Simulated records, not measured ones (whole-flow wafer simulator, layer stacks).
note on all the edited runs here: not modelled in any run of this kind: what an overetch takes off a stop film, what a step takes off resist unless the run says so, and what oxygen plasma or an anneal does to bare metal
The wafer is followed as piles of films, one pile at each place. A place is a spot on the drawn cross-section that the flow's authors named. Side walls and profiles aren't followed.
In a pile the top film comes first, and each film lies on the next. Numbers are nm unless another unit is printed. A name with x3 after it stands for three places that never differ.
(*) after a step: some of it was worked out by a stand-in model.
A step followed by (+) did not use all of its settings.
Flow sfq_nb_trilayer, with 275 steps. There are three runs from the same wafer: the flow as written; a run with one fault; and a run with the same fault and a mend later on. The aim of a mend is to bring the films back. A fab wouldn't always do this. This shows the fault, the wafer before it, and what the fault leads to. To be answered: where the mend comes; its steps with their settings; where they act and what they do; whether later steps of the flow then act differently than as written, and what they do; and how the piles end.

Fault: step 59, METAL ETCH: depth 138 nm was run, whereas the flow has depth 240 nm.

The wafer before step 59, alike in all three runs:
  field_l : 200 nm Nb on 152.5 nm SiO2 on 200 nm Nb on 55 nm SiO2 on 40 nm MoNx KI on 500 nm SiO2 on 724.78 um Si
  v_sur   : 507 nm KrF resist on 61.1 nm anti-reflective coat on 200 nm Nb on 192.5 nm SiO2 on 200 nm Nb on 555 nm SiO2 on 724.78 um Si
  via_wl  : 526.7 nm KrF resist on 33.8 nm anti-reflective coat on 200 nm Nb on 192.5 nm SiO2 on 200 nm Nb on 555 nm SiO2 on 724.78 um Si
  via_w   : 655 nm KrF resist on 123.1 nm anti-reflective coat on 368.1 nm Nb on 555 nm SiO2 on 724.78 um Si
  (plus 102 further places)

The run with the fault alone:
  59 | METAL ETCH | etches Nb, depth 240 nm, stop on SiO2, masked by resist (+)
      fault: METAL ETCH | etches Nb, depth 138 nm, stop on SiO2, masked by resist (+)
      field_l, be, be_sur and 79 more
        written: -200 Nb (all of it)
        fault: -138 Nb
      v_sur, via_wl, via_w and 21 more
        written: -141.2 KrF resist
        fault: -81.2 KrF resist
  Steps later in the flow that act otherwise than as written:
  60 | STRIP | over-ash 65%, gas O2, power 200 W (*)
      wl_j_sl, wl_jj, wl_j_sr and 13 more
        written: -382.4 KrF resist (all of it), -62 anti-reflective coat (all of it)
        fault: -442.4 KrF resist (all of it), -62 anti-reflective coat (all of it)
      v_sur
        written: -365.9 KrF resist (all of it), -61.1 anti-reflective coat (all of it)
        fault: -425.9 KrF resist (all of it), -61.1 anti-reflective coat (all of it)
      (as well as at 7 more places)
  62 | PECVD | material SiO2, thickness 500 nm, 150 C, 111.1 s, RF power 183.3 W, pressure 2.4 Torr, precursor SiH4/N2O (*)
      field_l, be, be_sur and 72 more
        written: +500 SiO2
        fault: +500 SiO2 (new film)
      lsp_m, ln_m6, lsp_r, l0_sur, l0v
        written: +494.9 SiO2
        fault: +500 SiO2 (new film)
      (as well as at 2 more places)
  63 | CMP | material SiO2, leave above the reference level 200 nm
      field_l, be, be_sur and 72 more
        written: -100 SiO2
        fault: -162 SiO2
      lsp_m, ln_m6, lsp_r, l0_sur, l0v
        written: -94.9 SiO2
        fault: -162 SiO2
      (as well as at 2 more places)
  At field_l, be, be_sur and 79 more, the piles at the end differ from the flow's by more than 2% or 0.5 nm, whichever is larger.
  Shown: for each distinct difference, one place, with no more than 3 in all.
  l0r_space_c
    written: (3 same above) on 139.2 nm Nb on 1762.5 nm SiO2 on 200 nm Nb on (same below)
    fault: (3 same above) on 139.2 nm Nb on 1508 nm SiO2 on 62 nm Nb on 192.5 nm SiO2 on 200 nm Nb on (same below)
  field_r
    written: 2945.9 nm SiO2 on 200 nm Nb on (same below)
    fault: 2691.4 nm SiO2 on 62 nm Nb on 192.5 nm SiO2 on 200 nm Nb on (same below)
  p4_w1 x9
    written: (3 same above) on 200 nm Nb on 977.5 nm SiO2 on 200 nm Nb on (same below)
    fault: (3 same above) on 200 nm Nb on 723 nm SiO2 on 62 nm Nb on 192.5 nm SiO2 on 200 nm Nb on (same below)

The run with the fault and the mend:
  The mend stands after step 59.
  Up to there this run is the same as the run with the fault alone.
  59a | METAL ETCH | etches Nb, depth 102 nm, stop on SiO2, masked by resist (+) (the flow's step 59 again, with other settings)
      field_l, be, be_sur and 79 more
        -62 Nb (all of it)
      v_sur, via_wl, via_w and 21 more
        -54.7 KrF resist
  None of the later steps of the flow differs from how it acts as written, at any place that is followed, by more than 2% or 0.5 nm, whichever is larger.
  By the end, the piles equal the flow's at every place that both follow.
